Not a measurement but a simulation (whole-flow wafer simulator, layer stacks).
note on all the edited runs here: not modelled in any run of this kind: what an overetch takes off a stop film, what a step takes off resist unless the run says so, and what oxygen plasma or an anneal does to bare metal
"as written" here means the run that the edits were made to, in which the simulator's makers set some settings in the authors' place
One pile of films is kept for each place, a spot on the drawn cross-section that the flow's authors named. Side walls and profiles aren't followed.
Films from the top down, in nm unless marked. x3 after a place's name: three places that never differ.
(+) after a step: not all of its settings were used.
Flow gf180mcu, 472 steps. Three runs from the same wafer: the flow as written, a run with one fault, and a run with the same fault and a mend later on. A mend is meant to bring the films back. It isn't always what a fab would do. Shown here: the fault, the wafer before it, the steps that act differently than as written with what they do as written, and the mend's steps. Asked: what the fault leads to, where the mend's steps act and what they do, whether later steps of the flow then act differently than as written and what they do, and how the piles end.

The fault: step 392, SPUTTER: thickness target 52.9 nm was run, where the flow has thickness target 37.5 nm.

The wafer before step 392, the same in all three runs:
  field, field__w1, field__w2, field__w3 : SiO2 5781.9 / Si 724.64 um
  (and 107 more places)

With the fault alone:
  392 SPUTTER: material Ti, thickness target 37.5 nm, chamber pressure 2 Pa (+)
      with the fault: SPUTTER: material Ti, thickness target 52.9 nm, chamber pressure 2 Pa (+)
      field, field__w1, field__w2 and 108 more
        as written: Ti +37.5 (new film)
        with the fault: Ti +52.9 (new film)
  Later steps of the flow that act differently than as written (1 more step differs only slightly, by at most 2% or 0.5 nm, whichever is larger, and isn't shown):
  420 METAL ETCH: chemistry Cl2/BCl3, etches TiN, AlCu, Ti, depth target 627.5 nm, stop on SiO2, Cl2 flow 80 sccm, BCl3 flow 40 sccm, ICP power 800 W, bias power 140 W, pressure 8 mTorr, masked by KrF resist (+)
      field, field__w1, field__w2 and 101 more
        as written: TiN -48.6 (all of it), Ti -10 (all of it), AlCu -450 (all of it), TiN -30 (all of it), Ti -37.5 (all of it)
        with the fault: TiN -48.6 (all of it), Ti -10 (all of it), AlCu -450 (all of it), TiN -30 (all of it), Ti -52.9 (all of it)
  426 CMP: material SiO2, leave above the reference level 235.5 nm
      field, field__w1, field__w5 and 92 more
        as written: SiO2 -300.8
        with the fault: SiO2 -285.4
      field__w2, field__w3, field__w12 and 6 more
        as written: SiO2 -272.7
        with the fault: SiO2 -256.6
  At the end the piles differ from the flow's by more than 2% or 0.5 nm, whichever is larger, at field__w4, field__w8, contact, m1, m1__w1, mim, mim_1p0, m1_nw.
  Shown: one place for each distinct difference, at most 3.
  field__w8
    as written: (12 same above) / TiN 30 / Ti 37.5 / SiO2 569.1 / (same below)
    with the fault: (12 same above) / TiN 30 / Ti 52.9 / SiO2 569.1 / (same below)
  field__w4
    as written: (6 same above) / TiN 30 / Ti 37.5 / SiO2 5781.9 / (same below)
    with the fault: (6 same above) / TiN 30 / Ti 52.9 / SiO2 5781.9 / (same below)
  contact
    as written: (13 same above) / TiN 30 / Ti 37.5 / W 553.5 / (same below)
    with the fault: (13 same above) / TiN 30 / Ti 52.9 / W 553.5 / (same below)

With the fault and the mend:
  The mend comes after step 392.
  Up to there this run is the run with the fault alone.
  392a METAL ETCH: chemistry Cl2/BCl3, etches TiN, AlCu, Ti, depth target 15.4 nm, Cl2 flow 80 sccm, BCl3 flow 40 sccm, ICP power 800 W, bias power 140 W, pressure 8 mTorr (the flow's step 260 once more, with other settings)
      field, field__w1, field__w2 and 108 more
        Ti -15.4
  No later step of the flow acts differently than as written at any place that is followed.
  At the end the piles are the same as the flow's at every place that both follow.
